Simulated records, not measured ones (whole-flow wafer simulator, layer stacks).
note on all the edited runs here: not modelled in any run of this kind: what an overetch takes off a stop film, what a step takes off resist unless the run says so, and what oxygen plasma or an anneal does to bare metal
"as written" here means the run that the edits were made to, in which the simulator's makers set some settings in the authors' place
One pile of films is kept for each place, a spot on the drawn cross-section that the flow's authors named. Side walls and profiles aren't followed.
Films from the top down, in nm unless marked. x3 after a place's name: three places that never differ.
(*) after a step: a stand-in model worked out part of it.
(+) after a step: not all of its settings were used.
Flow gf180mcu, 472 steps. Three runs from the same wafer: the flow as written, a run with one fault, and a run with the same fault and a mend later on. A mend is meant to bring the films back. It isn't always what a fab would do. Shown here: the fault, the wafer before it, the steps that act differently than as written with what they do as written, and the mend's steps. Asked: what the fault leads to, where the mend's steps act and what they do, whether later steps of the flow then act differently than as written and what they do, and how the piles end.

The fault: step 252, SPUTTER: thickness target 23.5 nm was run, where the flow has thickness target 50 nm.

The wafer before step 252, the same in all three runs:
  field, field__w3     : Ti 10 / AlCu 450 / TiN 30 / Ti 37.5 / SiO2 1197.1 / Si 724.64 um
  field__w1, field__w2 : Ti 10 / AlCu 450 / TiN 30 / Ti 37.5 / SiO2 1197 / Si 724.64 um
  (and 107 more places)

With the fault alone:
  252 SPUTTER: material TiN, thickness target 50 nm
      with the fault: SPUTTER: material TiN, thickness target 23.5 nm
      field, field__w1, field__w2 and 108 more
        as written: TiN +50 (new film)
        with the fault: TiN +23.5 (new film)
  Later steps of the flow that act differently than as written (2 more steps differ only slightly, by at most 2% or 0.5 nm, whichever is larger, and aren't shown):
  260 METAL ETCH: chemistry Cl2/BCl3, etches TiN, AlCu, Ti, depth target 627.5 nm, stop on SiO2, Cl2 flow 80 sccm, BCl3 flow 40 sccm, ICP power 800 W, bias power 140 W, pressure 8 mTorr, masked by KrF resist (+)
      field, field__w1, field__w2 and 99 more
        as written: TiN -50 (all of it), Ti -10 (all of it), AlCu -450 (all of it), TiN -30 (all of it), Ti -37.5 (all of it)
        with the fault: TiN -23.5 (all of it), Ti -10 (all of it), AlCu -450 (all of it), TiN -30 (all of it), Ti -37.5 (all of it)
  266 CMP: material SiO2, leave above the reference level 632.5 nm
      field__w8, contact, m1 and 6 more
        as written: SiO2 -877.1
        with the fault: SiO2 -850.6
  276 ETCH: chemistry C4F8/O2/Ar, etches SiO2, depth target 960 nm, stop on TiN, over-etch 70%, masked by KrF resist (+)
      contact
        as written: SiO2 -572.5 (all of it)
        with the fault: SiO2 -599 (all of it)
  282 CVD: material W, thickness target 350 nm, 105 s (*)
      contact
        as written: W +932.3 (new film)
        with the fault: W +959 (new film)
  At the end the piles differ from the flow's by more than 2% or 0.5 nm, whichever is larger, at field__w8, contact, m1 and 6 more.
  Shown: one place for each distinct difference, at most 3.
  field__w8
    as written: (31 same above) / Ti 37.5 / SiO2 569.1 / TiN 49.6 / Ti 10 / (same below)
    with the fault: (31 same above) / Ti 37.5 / SiO2 595.6 / TiN 23.1 / Ti 10 / (same below)
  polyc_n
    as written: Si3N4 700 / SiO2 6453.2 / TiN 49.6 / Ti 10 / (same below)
    with the fault: Si3N4 700 / SiO2 6479.7 / TiN 23.1 / Ti 10 / (same below)
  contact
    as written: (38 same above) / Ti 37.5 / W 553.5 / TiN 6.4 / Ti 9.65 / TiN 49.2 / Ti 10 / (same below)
    with the fault: (38 same above) / Ti 37.5 / W 580.2 / TiN 6.3 / Ti 9.5 / TiN 22.7 / Ti 10 / (same below)

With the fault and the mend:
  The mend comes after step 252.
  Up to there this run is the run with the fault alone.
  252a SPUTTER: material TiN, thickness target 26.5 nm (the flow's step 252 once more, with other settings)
      field, field__w1, field__w2 and 108 more
        TiN +26.5
  No later step of the flow acts differently than as written at any place that is followed.
  At the end the piles are the same as the flow's at every place that both follow.
